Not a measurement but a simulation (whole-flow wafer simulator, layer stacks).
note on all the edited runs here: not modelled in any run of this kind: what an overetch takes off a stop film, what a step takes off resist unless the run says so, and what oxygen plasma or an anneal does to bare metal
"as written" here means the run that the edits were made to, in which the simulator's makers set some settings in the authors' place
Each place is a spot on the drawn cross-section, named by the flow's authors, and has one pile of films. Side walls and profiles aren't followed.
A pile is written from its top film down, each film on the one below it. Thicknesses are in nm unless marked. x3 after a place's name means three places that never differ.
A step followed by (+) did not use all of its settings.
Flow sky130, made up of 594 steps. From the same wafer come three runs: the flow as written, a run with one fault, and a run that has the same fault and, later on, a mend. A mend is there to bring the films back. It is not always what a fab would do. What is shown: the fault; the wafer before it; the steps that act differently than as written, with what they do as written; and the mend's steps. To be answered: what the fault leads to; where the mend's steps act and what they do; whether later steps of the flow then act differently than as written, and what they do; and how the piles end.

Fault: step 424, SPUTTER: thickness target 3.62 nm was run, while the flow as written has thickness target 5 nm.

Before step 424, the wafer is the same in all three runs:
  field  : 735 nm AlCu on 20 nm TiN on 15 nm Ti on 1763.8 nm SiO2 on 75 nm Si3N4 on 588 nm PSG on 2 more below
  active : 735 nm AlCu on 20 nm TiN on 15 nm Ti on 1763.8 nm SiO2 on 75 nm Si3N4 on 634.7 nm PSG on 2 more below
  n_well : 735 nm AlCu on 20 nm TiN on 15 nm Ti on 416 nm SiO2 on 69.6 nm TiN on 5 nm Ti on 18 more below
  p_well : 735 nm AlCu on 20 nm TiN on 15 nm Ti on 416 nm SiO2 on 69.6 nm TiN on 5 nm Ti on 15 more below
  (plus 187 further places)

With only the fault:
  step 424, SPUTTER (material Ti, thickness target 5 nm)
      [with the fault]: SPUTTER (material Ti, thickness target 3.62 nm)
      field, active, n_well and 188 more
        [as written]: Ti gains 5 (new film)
        [with the fault]: Ti gains 3.62 (new film)
  Steps further on in the flow that do not act as written (not shown: 16 more steps that differ only slightly, by at most 2% or 0.5 nm, whichever is larger):
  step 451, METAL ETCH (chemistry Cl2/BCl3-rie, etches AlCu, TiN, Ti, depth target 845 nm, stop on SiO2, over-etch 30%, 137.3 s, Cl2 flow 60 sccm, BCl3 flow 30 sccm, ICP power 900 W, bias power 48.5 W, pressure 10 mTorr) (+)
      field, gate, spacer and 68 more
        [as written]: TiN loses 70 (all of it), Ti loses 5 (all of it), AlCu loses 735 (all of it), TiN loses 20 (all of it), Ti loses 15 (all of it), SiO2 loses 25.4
        [with the fault]: TiN loses 70 (all of it), Ti loses 3.62 (all of it), AlCu loses 735 (all of it), TiN loses 20 (all of it), Ti loses 15 (all of it), SiO2 loses 25.5
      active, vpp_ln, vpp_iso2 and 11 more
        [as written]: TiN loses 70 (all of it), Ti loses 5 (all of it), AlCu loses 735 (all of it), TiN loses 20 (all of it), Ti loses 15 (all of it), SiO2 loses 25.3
        [with the fault]: TiN loses 70 (all of it), Ti loses 3.62 (all of it), AlCu loses 735 (all of it), TiN loses 20 (all of it), Ti loses 15 (all of it), SiO2 loses 25.5
  By the end, the piles at n_well, p_well, gate_hv and 104 more depart from the flow's by more than 2% or 0.5 nm, whichever is larger.
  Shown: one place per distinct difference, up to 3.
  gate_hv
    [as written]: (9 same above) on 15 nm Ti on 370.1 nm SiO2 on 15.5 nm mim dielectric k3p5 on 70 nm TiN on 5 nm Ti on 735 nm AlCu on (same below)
    [with the fault]: (9 same above) on 15 nm Ti on 371.5 nm SiO2 on 15.5 nm mim dielectric k3p5 on 70 nm TiN on 3.62 nm Ti on 735 nm AlCu on (same below)
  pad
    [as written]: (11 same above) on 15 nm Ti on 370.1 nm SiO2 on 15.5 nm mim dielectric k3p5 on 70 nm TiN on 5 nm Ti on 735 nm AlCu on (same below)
    [with the fault]: (11 same above) on 15 nm Ti on 371.5 nm SiO2 on 15.5 nm mim dielectric k3p5 on 70 nm TiN on 3.62 nm Ti on 735 nm AlCu on (same below)
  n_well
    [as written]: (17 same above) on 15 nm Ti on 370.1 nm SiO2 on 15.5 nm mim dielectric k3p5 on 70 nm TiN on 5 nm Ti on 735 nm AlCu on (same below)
    [with the fault]: (17 same above) on 15 nm Ti on 371.5 nm SiO2 on 15.5 nm mim dielectric k3p5 on 70 nm TiN on 3.62 nm Ti on 735 nm AlCu on (same below)

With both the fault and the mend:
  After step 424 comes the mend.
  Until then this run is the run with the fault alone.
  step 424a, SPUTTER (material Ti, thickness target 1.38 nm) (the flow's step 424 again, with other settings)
      field, active, n_well and 188 more
        Ti gains 1.38
  None of the later steps of the flow acts differently than as written at any place that is followed.
  At every place that both follow, the piles at the end match the flow's.
